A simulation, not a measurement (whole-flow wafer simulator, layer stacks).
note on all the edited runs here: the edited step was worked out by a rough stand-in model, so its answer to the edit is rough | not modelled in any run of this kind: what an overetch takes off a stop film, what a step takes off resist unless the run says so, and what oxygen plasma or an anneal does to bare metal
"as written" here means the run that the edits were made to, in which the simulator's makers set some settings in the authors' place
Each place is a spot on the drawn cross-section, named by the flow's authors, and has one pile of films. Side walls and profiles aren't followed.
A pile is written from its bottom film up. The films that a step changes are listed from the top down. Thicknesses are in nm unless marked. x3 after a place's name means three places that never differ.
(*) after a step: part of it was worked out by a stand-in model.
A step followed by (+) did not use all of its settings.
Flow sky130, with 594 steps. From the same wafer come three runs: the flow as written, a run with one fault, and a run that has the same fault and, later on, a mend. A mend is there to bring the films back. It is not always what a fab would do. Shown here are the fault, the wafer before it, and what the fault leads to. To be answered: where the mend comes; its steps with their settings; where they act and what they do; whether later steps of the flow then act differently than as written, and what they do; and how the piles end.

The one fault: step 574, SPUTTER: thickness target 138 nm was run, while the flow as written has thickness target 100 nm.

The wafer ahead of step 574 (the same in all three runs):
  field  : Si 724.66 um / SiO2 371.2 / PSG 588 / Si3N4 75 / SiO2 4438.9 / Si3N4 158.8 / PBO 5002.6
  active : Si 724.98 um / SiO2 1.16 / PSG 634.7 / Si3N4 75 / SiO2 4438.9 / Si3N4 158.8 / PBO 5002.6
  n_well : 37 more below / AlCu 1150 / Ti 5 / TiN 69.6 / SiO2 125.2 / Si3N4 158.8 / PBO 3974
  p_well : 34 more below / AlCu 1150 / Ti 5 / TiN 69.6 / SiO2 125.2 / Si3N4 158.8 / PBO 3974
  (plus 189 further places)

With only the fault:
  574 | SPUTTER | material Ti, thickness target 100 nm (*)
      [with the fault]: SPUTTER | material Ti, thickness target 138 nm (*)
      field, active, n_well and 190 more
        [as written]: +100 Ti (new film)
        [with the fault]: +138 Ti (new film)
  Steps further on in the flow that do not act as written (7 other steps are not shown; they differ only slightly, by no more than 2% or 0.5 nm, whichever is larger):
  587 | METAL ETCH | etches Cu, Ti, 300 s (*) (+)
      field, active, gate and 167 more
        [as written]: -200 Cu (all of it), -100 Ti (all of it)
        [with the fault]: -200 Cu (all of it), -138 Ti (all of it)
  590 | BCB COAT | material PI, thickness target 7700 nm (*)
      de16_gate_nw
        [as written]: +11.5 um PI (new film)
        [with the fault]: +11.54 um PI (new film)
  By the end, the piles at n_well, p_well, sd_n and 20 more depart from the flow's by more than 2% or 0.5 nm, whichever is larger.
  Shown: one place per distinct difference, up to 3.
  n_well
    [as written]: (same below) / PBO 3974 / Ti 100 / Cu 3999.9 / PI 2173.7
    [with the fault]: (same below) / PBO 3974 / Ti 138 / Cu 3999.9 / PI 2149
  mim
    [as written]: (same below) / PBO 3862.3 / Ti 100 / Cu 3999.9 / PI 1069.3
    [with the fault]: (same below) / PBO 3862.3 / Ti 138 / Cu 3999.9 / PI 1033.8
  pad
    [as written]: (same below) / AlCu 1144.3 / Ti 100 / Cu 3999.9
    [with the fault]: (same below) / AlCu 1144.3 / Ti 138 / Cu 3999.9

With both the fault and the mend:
  After step 574 comes the mend.
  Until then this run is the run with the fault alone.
  574a | ETCH | chemistry CF4/O2, etches Si3N4, SiO2, TiN, Ti, depth target 38 nm (the flow's step 554, run once more with other settings)
      field, active, n_well and 190 more
        -38 Ti
  Every later step of the flow that is run acts as written, at every place that is followed, to within 2% or 0.5 nm, whichever is larger.
  At every place that both follow, the piles at the end match the flow's.
